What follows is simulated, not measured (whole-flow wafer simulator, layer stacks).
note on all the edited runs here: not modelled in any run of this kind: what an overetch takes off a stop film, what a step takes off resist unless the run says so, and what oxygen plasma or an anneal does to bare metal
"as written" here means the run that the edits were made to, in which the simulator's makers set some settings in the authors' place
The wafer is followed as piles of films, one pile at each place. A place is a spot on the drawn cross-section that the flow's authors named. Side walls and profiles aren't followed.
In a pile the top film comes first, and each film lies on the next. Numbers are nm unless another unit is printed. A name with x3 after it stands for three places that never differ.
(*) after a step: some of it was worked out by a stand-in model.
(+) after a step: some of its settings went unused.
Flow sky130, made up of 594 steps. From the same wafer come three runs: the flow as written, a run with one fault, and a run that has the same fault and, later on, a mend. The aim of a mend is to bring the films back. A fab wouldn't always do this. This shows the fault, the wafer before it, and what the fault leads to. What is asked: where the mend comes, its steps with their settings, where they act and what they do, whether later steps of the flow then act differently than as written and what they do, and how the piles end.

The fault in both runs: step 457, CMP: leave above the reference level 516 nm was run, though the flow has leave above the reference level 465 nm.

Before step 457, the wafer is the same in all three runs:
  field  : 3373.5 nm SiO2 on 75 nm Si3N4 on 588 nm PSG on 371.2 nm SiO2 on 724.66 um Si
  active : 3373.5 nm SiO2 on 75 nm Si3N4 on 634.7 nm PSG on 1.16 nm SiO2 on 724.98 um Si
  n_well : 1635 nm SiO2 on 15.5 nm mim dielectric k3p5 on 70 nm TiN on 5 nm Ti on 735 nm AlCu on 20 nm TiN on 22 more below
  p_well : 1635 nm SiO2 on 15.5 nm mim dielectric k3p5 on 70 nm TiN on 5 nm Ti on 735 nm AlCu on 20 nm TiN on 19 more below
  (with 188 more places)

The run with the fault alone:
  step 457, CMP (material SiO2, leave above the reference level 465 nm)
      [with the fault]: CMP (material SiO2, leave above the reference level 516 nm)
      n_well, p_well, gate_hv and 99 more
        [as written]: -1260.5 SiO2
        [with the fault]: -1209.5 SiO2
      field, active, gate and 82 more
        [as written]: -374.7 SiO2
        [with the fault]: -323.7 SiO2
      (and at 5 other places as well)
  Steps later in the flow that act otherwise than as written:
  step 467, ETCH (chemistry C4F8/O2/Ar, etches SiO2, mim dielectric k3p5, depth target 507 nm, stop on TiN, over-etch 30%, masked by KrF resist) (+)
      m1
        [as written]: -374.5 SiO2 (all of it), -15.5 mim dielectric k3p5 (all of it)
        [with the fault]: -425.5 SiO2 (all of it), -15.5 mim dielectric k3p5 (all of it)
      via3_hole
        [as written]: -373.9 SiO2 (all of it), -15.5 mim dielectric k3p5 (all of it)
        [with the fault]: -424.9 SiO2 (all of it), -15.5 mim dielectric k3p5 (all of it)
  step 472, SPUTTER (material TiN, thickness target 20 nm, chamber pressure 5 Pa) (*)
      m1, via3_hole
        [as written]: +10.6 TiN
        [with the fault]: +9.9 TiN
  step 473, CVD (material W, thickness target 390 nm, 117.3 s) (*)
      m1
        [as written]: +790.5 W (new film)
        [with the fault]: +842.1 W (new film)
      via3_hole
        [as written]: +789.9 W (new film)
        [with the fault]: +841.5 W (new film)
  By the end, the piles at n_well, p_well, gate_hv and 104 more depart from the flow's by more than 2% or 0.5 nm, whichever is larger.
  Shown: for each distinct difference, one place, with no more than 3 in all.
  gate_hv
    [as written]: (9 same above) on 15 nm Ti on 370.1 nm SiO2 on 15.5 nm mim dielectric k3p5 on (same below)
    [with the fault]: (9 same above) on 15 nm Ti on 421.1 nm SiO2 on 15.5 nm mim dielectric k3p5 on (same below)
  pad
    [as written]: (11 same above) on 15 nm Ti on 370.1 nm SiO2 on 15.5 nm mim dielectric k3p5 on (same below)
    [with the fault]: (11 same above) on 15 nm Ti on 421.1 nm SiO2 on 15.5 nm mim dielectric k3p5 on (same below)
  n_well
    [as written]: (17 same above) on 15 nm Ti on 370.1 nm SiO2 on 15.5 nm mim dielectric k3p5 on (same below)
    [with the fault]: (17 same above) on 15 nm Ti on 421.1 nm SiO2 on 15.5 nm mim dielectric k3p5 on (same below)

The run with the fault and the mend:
  After step 457 comes the mend.
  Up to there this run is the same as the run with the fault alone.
  step 457a, CMP (material SiO2, leave above the reference level 465 nm) (the flow's step 457, run once more)
      field, active, n_well and 189 more
        -51 SiO2
  None of the later steps of the flow acts differently than as written at any place that is followed.
  The piles end the same as the flow's at every place that both follow.
